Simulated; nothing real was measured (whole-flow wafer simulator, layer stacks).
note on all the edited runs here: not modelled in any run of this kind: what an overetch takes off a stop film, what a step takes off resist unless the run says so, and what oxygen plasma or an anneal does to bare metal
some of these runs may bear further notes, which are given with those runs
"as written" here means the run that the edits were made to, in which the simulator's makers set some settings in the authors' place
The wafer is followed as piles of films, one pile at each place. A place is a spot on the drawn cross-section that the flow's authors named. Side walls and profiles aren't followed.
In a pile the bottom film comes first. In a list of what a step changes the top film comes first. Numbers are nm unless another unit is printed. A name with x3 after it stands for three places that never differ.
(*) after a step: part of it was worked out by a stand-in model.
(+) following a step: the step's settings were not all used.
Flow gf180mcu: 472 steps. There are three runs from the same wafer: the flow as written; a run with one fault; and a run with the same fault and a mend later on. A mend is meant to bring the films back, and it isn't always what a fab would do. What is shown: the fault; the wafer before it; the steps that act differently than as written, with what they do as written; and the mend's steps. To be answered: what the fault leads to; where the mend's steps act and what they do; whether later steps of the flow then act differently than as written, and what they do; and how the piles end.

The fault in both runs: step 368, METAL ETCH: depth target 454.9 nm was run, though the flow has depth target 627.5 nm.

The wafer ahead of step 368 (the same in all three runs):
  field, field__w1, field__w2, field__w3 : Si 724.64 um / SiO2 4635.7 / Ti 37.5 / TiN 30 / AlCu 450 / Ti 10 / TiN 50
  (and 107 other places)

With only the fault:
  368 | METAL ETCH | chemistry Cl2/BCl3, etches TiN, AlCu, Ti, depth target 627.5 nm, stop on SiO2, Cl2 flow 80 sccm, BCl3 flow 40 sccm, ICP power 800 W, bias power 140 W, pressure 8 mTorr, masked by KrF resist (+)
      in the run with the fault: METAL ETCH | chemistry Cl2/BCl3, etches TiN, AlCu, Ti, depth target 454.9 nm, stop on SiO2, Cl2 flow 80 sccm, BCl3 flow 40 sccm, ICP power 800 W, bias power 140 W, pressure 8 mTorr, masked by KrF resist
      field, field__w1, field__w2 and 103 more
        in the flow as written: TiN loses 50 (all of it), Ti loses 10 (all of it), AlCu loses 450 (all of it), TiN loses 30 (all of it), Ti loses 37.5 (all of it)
        in the run with the fault: TiN loses 50 (all of it), Ti loses 10 (all of it), AlCu loses 394.9
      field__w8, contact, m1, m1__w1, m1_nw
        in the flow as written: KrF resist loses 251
        in the run with the fault: KrF resist loses 182
  Steps later in the flow that act otherwise than as written:
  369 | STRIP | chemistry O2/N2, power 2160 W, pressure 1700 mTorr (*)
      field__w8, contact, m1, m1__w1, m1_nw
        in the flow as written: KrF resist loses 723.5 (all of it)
        in the run with the fault: KrF resist loses 792.6 (all of it)
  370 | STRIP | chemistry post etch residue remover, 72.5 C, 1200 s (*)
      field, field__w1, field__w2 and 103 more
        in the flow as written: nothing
        in the run with the fault: AlCu loses 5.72
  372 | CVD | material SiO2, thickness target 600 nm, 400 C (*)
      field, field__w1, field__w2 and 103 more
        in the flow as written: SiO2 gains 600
        in the run with the fault: SiO2 gains 600 (new film)
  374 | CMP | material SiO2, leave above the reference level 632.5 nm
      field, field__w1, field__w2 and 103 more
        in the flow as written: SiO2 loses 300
        in the run with the fault: SiO2 loses 416.9
  The piles end different from the flow's at field, field__w1, field__w2 and 104 more by more than 2% or 0.5 nm, whichever is larger.
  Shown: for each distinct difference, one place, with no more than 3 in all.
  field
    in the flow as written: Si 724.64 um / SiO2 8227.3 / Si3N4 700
    in the run with the fault: Si 724.64 um / SiO2 4635.7 / Ti 37.5 / TiN 30 / AlCu 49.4 / SiO2 3474.7 / Si3N4 700
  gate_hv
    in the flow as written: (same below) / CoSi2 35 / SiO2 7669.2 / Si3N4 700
    in the run with the fault: (same below) / CoSi2 35 / SiO2 4077.6 / Ti 37.5 / TiN 30 / AlCu 49.4 / SiO2 3474.7 / Si3N4 700
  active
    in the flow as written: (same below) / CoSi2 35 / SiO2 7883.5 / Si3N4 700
    in the run with the fault: (same below) / CoSi2 35 / SiO2 4291.9 / Ti 37.5 / TiN 30 / AlCu 49.4 / SiO2 3474.7 / Si3N4 700

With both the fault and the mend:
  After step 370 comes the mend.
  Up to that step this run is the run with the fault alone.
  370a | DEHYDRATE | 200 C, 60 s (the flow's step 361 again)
      does not change any film at any place that is followed
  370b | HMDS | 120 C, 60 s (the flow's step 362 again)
      does not change any film at any place that is followed
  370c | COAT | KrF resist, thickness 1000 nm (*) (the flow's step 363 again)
      iso_ptap_pw, iso_ntap_nw, iso_nw_fld and 33 more
        KrF resist gains 1000 (new film)
      field_sub, field_sub__w1, field_sub__w2 and 15 more
        KrF resist gains 1002.7 (new film)
      p_well, sti, spacer and 6 more
        KrF resist gains 1003 (new film)
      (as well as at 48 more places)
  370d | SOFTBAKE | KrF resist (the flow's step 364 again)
      does not change any film at any place that is followed
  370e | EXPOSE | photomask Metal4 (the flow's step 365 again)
      does not change any film at any place that is followed
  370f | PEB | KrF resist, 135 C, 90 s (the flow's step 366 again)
      field__w1, field__w2, field__w3 and 56 more
        KrF resist loses 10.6
      iso_ptap_pw, iso_ntap_nw, iso_nw_fld and 33 more
        KrF resist loses 10.5
      gate_hv, sd_p, nw_sep_fld, polyc_n, polyc_n_rim
        KrF resist loses 10.7
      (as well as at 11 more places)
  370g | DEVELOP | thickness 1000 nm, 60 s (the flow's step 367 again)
      iso_ptap_pw, iso_ntap_nw, iso_nw_fld and 33 more
        KrF resist loses 989.5 (all of it)
      field_sub, field_sub__w1, field_sub__w2 and 14 more
        KrF resist loses 992.1 (all of it)
      field__w11, field__w13, p_well and 8 more
        KrF resist loses 992.5 (all of it)
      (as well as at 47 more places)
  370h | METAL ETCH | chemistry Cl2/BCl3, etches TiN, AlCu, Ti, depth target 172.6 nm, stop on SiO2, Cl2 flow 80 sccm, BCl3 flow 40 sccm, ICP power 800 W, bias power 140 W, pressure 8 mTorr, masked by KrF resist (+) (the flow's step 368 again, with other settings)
      field, field__w1, field__w2 and 103 more
        AlCu loses 49.4 (all of it), TiN loses 30 (all of it), Ti loses 37.5 (all of it)
      field__w8, contact, m1, m1__w1, m1_nw
        KrF resist loses 69
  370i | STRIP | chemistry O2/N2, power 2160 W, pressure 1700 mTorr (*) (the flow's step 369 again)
      field__w8
        KrF resist loses 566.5 (all of it)
      contact
        KrF resist loses 564.6 (all of it)
      m1
        KrF resist loses 567.4 (all of it)
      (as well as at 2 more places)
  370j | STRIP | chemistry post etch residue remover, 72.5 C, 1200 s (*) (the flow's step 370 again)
      field__w8, contact, m1, m1__w1, m1_nw
        TiN loses 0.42
  Every later step of the flow that is run acts as written, at every place that is followed, to within 2% or 0.5 nm, whichever is larger.
  At the end the piles are close to the flow's at the places that both follow, differing by at most 2% or 0.5 nm, whichever is larger.
